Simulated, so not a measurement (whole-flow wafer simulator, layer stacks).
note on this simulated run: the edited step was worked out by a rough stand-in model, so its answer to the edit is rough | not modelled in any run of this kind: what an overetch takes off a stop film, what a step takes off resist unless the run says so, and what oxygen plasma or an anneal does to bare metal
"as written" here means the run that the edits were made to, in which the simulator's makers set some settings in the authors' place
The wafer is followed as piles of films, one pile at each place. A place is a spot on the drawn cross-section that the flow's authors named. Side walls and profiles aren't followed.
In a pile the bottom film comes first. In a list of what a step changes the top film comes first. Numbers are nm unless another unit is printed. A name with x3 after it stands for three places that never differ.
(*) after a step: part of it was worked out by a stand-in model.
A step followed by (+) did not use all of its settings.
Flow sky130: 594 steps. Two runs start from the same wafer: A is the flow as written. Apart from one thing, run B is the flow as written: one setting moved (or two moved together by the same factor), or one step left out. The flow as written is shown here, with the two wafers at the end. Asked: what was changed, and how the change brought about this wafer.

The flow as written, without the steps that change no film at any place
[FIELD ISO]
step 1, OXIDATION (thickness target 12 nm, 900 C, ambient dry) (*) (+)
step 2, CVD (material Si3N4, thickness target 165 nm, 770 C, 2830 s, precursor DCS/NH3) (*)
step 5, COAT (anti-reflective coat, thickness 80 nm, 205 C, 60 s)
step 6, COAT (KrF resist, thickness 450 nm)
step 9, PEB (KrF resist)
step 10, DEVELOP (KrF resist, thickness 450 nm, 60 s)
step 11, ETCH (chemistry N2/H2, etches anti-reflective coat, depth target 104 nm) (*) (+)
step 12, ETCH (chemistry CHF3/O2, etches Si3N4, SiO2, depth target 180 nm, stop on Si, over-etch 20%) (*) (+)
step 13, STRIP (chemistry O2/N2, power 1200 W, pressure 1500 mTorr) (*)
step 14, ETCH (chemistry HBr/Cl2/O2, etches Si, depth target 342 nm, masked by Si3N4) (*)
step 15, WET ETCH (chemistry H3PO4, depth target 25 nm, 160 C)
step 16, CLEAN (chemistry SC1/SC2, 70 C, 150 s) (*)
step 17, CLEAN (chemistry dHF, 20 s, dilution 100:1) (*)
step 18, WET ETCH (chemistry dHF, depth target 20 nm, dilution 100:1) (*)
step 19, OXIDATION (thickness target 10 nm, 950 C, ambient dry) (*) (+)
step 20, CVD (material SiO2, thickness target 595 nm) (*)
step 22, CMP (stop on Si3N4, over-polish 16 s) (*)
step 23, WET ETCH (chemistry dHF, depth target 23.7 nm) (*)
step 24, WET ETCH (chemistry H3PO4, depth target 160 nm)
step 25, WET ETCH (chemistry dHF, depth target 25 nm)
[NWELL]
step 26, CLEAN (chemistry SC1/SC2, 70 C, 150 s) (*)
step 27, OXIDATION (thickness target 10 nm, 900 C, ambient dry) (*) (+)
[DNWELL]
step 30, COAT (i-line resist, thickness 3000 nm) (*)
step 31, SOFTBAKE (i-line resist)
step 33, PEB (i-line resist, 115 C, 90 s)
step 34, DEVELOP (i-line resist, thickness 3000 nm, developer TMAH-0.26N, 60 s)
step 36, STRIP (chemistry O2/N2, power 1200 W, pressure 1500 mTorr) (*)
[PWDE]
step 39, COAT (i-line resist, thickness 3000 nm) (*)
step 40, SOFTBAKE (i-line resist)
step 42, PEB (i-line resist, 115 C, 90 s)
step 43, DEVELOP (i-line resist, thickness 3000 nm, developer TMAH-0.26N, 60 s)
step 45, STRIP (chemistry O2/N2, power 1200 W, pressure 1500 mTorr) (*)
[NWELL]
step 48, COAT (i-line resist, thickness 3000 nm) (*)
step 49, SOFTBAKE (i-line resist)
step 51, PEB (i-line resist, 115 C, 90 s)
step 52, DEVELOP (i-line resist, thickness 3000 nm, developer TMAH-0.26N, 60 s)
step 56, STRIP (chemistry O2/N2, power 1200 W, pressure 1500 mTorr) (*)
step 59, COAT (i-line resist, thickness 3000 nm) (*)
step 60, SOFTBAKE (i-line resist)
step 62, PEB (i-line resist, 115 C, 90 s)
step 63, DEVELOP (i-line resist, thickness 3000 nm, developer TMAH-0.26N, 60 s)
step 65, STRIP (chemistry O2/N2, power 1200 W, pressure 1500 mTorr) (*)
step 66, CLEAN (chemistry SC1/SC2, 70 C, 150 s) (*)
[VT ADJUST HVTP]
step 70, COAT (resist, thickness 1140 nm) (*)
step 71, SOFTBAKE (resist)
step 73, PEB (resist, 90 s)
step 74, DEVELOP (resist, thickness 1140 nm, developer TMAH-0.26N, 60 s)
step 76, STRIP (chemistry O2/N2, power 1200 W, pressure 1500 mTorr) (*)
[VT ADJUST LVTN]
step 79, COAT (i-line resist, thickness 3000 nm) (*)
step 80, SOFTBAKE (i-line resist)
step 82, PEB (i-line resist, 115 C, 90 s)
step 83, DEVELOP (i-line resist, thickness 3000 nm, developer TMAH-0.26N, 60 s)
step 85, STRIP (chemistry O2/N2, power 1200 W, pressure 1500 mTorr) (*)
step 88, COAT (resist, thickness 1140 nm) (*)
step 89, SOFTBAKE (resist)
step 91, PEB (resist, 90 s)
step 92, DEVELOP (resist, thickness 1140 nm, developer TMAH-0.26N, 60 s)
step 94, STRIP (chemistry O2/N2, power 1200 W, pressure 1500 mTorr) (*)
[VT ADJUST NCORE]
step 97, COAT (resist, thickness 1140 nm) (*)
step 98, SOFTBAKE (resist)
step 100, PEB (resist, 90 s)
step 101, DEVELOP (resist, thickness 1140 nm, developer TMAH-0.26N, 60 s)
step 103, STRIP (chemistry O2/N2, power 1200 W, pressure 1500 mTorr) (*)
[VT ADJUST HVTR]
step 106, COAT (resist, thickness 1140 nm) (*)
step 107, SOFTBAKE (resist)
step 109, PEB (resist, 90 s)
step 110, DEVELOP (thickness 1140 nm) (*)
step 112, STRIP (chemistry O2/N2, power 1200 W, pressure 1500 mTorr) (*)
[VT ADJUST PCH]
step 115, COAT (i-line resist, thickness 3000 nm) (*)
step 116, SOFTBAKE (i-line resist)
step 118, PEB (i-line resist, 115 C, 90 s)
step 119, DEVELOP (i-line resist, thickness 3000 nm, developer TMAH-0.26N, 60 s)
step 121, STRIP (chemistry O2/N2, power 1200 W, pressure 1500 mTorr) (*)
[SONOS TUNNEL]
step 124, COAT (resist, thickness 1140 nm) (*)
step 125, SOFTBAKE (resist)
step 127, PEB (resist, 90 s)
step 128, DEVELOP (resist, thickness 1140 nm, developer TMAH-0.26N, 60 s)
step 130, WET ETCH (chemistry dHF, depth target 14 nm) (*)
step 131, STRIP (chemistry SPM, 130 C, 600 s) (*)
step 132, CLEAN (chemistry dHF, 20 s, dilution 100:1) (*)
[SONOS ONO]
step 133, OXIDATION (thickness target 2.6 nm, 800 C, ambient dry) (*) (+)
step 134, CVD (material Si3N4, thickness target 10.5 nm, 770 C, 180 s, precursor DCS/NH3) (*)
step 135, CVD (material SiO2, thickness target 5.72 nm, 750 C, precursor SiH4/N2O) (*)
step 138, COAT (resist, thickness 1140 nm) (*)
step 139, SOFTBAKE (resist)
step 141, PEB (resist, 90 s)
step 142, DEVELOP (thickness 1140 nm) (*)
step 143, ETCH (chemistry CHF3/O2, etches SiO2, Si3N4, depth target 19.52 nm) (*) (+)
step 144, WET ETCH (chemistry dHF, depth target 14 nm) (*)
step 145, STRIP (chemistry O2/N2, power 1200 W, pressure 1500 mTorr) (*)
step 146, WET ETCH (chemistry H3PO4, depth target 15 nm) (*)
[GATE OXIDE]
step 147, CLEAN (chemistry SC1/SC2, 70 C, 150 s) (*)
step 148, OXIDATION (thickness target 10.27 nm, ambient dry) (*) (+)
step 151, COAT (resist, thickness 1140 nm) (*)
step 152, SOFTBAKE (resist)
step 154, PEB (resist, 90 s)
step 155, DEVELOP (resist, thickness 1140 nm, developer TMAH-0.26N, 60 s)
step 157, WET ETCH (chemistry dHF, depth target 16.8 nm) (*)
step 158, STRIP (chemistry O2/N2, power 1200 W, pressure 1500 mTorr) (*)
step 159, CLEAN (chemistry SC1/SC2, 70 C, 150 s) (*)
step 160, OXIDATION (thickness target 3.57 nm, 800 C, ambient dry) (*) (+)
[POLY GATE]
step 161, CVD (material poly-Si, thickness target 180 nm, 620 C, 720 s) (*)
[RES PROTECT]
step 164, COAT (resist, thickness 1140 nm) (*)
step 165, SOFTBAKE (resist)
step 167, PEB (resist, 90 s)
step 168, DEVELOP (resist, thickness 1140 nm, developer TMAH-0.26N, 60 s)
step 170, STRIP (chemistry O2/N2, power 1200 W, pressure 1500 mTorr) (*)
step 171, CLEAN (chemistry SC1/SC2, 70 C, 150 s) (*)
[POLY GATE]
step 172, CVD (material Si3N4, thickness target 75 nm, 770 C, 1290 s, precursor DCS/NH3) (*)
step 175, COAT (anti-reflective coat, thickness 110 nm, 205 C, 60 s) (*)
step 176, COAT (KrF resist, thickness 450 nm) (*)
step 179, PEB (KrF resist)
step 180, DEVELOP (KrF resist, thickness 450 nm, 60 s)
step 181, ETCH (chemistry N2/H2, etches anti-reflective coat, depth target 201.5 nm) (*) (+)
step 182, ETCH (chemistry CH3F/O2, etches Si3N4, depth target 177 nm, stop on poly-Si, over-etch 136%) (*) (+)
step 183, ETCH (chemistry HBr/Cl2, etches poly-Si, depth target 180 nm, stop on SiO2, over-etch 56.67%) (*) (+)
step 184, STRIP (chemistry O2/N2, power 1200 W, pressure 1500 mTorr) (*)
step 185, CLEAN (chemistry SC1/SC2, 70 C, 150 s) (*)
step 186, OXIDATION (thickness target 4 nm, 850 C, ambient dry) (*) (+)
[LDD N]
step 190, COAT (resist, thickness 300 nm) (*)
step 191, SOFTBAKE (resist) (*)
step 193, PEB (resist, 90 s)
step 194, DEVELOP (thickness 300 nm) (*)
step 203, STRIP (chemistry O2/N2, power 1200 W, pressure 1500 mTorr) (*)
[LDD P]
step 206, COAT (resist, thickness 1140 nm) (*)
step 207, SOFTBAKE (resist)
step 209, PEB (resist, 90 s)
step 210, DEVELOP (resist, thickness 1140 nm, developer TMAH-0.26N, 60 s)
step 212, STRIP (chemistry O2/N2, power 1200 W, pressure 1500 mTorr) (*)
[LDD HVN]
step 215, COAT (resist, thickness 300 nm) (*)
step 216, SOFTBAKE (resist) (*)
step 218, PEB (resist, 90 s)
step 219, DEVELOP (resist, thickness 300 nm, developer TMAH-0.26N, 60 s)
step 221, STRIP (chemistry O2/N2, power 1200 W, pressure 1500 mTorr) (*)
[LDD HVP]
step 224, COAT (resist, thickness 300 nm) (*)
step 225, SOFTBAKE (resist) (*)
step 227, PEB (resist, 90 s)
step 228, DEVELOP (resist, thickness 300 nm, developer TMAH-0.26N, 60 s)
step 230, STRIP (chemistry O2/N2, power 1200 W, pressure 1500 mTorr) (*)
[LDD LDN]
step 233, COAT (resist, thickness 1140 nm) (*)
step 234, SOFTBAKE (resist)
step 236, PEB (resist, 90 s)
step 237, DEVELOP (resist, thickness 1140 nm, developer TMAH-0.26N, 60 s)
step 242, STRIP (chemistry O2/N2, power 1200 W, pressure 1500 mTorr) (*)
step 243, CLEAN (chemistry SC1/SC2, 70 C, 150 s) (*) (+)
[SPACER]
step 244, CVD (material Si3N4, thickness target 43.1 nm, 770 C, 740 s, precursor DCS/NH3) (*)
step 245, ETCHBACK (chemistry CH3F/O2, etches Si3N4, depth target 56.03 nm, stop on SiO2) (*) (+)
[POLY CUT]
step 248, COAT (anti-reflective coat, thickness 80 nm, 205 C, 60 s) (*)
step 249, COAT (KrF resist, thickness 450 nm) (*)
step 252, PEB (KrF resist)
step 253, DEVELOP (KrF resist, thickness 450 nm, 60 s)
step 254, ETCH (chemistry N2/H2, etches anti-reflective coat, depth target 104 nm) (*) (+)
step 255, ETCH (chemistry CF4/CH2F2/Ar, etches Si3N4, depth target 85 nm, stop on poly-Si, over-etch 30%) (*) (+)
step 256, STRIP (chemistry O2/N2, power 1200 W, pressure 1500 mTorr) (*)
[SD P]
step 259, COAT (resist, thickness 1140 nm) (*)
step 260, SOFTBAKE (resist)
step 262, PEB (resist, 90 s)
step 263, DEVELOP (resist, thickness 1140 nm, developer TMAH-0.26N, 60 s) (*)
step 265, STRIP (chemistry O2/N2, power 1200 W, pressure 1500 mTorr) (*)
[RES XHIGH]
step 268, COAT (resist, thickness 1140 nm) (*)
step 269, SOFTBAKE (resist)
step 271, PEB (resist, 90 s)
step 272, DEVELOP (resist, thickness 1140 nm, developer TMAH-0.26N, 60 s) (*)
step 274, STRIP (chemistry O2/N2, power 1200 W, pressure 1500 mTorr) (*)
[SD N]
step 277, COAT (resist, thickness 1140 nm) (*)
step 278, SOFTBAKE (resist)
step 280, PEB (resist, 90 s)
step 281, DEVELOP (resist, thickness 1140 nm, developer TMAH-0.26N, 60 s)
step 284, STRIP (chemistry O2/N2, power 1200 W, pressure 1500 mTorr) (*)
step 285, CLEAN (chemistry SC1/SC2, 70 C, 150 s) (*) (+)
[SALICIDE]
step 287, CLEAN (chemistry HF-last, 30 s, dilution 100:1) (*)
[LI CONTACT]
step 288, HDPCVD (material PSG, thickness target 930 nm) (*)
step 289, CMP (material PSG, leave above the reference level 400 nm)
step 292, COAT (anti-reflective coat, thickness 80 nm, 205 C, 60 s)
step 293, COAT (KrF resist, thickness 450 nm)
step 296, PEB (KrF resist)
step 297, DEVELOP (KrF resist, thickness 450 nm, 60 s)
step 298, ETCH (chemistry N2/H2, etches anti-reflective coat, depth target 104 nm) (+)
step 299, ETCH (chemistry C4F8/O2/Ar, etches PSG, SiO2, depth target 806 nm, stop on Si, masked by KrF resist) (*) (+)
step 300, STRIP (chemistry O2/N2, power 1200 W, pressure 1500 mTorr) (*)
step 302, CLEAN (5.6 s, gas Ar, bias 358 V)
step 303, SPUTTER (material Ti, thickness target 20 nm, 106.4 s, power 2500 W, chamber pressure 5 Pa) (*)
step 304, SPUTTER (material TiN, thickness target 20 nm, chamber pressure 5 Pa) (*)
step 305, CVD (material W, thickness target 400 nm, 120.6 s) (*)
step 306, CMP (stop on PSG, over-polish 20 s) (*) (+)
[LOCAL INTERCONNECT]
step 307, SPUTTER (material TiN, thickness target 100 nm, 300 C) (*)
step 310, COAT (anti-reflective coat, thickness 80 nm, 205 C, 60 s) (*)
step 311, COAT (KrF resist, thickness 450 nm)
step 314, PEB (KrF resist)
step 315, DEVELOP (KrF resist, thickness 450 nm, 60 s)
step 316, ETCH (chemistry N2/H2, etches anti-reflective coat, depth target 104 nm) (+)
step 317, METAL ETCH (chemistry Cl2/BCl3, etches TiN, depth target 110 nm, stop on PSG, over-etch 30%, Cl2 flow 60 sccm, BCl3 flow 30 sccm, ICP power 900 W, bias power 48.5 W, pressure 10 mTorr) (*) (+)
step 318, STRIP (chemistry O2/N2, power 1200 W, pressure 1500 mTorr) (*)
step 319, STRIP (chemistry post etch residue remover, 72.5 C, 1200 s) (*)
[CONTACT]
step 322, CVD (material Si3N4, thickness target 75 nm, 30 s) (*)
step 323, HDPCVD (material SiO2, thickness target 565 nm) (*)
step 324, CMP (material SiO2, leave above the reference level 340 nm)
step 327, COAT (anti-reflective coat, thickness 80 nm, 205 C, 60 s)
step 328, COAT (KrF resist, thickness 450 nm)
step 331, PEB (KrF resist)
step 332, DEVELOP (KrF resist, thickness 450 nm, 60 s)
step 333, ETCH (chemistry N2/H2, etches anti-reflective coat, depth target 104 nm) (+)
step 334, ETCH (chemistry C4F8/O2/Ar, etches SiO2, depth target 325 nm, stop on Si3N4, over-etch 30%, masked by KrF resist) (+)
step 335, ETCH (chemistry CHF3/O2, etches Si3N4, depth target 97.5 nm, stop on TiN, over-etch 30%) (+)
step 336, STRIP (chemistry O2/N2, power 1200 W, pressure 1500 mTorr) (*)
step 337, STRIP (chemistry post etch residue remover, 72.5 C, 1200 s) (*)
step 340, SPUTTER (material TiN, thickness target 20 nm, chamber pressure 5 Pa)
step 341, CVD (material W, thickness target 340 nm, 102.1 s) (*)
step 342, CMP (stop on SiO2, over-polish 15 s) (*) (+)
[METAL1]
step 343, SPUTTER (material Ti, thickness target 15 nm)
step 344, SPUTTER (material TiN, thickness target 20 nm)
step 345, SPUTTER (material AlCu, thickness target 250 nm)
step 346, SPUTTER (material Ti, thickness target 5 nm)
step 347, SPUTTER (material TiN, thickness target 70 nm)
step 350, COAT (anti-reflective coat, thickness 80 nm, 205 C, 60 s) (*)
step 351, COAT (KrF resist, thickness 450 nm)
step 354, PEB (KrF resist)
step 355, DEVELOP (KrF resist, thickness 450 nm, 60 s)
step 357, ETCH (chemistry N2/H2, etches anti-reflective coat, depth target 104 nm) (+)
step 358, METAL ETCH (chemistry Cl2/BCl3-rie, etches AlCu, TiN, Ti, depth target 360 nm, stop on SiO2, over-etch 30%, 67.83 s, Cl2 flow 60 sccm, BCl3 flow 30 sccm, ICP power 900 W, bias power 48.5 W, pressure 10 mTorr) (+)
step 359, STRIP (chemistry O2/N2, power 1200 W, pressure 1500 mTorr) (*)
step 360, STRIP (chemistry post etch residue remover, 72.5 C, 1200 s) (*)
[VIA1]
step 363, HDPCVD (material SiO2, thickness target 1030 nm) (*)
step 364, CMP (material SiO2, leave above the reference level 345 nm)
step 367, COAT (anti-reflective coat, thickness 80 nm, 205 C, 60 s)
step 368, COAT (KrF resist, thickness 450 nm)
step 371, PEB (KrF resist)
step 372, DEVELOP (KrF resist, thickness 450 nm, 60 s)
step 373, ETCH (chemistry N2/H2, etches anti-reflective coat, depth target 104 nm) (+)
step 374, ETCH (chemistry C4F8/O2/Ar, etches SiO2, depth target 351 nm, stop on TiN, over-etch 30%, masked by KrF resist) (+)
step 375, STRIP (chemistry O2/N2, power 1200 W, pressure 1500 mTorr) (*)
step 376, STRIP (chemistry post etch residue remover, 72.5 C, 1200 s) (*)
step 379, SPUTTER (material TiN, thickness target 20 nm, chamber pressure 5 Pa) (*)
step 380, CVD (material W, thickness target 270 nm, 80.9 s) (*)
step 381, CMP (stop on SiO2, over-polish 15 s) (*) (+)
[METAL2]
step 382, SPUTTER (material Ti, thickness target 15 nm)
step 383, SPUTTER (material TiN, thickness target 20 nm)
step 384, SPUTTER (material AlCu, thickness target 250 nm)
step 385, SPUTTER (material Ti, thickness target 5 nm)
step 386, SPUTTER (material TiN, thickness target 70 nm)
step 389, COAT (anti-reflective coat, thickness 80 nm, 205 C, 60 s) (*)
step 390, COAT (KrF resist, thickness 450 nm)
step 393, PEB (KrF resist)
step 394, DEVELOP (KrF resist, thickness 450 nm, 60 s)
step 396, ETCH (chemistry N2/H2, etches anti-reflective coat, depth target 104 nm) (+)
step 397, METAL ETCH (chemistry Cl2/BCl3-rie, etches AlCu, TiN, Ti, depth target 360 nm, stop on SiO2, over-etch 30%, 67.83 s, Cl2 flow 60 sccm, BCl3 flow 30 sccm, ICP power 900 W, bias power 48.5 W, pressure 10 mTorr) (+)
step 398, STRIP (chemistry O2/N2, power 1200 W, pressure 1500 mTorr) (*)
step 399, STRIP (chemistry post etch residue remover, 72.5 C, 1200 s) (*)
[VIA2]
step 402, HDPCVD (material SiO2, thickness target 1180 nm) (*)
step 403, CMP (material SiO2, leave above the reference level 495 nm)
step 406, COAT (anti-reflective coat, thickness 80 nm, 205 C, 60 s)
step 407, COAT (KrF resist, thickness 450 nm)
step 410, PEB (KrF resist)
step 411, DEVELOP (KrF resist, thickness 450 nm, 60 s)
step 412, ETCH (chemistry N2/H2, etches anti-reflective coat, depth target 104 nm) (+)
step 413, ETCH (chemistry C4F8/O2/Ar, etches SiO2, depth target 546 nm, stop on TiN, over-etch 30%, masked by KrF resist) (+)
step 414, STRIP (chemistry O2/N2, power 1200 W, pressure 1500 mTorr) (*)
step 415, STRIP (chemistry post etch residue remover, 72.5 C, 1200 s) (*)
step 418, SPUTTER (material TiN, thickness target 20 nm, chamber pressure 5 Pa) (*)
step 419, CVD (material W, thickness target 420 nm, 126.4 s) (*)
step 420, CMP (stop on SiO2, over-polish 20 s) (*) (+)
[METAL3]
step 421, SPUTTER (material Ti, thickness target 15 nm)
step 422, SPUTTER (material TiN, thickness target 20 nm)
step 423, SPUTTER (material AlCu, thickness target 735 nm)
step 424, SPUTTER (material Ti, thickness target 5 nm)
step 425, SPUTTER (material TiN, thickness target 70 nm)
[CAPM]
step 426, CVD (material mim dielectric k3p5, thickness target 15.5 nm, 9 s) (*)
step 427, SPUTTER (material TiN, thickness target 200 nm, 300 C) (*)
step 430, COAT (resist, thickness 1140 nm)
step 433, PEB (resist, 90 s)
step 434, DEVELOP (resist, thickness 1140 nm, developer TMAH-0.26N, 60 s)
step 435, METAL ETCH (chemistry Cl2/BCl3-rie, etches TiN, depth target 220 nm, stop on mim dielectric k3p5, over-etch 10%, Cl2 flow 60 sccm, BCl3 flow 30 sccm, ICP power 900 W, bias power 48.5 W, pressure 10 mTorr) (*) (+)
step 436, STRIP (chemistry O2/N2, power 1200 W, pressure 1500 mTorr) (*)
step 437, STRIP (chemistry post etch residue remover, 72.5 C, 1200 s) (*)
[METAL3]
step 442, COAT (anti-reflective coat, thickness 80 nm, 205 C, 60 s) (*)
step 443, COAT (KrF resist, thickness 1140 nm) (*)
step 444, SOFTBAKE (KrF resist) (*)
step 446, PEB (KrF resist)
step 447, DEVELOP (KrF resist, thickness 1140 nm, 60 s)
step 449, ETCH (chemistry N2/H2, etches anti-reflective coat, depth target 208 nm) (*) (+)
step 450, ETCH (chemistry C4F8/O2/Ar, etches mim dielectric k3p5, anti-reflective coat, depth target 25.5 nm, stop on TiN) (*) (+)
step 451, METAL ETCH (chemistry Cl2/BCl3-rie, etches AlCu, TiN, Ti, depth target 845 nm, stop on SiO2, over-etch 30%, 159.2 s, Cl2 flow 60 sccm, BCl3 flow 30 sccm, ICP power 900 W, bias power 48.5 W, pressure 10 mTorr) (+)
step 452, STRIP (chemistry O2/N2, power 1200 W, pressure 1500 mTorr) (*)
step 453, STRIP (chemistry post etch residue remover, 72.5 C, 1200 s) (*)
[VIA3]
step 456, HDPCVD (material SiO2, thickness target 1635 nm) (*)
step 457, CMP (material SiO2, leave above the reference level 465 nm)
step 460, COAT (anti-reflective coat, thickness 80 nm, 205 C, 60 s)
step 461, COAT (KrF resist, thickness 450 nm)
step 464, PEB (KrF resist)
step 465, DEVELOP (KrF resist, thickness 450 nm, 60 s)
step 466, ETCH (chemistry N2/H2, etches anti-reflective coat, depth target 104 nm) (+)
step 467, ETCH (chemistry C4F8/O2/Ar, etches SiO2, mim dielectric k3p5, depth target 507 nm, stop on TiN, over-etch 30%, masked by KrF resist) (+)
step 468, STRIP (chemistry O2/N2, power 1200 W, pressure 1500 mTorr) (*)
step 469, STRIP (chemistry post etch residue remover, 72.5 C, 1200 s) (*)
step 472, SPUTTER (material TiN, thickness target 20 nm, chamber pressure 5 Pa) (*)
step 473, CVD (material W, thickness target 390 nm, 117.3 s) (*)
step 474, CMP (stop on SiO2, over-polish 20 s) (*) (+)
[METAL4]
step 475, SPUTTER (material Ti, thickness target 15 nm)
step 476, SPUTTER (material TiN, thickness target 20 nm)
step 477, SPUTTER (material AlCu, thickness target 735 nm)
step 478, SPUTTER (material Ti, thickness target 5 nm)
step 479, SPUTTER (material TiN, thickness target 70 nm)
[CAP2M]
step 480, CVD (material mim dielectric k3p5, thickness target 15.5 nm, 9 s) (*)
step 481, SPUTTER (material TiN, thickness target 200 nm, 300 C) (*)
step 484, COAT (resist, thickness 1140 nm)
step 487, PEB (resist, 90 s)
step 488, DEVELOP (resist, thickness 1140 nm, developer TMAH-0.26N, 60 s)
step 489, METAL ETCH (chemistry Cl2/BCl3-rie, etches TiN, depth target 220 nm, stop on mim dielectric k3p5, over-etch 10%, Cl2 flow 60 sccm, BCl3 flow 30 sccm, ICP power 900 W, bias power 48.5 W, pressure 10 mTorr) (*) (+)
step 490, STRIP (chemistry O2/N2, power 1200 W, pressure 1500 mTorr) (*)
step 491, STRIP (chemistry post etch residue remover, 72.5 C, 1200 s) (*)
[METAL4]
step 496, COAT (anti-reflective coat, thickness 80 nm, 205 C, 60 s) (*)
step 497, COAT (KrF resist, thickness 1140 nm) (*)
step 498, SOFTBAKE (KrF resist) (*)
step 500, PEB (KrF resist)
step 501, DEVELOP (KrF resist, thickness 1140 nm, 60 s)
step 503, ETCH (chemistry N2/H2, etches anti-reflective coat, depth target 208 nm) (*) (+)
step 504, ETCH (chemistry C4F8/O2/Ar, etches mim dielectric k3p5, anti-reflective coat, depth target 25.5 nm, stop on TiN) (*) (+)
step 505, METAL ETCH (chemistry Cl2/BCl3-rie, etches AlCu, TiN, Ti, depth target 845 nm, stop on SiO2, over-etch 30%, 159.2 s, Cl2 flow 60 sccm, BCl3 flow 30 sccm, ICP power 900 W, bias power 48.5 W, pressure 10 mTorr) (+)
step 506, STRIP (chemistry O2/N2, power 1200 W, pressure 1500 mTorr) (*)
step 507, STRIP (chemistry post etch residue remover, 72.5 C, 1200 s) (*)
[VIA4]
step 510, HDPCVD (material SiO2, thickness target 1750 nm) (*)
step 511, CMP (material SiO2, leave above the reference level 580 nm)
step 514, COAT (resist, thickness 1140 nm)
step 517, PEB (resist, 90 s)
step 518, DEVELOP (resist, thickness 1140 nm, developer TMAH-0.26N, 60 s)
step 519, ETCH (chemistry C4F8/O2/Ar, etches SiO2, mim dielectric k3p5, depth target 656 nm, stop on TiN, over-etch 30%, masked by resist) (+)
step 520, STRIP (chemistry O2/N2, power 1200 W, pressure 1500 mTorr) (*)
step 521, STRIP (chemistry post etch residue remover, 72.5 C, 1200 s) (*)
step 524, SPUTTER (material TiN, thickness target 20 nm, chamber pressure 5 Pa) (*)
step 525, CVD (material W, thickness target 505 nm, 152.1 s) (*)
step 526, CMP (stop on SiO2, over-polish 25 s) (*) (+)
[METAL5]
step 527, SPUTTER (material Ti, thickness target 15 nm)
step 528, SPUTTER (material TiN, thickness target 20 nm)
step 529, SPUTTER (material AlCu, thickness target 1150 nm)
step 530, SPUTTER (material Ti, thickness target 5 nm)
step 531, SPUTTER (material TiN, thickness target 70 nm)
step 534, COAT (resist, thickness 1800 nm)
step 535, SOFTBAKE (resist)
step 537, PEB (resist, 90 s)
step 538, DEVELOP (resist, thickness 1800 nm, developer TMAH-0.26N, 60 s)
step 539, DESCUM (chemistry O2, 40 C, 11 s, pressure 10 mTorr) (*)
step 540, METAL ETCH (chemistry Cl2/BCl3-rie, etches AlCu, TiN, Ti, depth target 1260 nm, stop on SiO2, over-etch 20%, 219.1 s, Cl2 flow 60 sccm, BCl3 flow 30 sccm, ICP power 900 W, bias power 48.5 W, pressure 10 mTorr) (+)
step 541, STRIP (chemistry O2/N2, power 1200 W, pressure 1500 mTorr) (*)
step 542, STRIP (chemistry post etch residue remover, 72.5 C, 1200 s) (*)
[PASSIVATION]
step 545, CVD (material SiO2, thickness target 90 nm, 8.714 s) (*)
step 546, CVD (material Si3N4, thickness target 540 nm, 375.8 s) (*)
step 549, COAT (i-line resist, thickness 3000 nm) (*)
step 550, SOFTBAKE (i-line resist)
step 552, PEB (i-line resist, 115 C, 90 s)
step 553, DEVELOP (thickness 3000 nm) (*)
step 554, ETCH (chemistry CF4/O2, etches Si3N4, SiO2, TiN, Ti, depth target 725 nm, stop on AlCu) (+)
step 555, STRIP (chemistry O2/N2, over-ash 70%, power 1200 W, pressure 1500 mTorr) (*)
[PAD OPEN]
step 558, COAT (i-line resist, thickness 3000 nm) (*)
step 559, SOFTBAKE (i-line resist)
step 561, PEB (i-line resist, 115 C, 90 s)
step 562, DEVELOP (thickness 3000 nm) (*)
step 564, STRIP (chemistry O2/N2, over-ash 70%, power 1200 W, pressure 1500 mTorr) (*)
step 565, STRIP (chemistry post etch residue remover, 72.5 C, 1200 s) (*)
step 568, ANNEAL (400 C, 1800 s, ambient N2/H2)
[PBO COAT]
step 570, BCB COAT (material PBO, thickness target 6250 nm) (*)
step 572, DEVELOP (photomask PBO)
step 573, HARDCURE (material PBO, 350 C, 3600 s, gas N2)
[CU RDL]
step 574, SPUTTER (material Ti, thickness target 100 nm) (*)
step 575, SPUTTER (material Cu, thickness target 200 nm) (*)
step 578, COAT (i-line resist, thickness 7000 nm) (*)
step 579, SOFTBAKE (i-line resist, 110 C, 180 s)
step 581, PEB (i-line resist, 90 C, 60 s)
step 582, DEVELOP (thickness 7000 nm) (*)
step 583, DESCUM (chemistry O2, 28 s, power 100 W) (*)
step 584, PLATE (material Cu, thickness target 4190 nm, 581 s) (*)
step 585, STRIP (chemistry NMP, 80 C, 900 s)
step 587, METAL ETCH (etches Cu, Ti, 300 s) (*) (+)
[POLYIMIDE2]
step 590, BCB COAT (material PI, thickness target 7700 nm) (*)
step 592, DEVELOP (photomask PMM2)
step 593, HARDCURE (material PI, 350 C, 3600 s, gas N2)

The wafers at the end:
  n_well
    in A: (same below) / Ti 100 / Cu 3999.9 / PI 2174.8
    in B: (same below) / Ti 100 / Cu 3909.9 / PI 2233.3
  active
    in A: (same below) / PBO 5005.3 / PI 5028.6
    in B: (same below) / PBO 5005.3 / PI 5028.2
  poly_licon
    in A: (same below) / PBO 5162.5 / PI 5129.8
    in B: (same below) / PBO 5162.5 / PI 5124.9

What caused this: step 575, SPUTTER: thickness target 110 nm was run, while the flow as written has thickness target 200 nm.

How this came from the change, step by step:
  step 575, SPUTTER (material Cu, thickness target 200 nm) (*)
      field, active, n_well and 190 more: A Cu gains 200 (new film) | B Cu gains 110 (new film)
  step 579, SOFTBAKE (i-line resist, 110 C, 180 s)
      hv_encl: A i-line resist loses 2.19 | B i-line resist loses 4.75
  step 587, METAL ETCH (etches Cu, Ti, 300 s) (*) (+)
      field, active, gate and 167 more: A Cu loses 200 (all of it), Ti loses 100 (all of it) | B Cu loses 110 (all of it), Ti loses 100 (all of it)
  step 590, BCB COAT (material PI, thickness target 7700 nm) (*)
      n_well, p_well, sd_n, sd_p: A PI gains 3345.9 (new film) | B PI gains 3435.9 (new film)
      mim: A PI gains 3640.8 (new film) | B PI gains 3726.7 (new film)
      (also at 14 further places)
  step 593, HARDCURE (material PI, 350 C, 3600 s, gas N2)
      n_well, p_well, sd_n, sd_p: A PI loses 1171.1 | B PI loses 1202.6
